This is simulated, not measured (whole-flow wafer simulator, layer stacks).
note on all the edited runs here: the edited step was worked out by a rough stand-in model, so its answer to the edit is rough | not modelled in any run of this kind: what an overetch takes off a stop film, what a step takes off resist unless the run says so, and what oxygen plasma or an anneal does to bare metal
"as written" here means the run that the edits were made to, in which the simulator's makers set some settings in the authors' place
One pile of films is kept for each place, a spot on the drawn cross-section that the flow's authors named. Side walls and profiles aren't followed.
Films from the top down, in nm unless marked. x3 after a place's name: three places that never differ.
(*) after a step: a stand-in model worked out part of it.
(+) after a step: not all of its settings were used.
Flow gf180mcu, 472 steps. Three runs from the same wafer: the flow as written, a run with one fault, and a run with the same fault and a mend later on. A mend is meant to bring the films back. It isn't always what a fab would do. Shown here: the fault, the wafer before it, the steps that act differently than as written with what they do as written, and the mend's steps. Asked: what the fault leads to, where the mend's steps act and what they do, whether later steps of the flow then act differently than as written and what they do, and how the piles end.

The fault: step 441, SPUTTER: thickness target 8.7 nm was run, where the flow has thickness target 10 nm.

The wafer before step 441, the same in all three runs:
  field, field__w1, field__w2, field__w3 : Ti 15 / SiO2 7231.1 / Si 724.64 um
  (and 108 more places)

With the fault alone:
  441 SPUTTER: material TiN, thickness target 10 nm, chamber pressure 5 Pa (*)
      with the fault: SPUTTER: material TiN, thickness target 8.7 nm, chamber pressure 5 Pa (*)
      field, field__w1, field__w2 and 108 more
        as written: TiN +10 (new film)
        with the fault: TiN +8.7 (new film)
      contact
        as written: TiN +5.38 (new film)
        with the fault: TiN +4.68 (new film)
  Later steps of the flow that act differently than as written (1 more step differs only slightly, by at most 2% or 0.5 nm, whichever is larger, and isn't shown):
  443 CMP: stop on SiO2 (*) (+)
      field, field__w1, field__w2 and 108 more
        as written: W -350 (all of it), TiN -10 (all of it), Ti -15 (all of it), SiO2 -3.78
        with the fault: W -350 (all of it), TiN -8.7 (all of it), Ti -15 (all of it), SiO2 -3.77
  At the end the piles differ from the flow's by more than 2% or 0.5 nm, whichever is larger, at contact.
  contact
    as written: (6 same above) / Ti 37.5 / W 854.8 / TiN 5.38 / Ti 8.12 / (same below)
    with the fault: (6 same above) / Ti 37.5 / W 855.5 / TiN 4.68 / Ti 8.12 / (same below)

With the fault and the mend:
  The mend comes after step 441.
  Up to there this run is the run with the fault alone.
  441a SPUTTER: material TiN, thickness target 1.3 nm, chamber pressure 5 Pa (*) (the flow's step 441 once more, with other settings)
      field, field__w1, field__w2 and 108 more
        TiN +1.3
      contact
        TiN +0.7
  No later step of the flow acts differently than as written at any place that is followed.
  At the end the piles are the same as the flow's at every place that both follow.
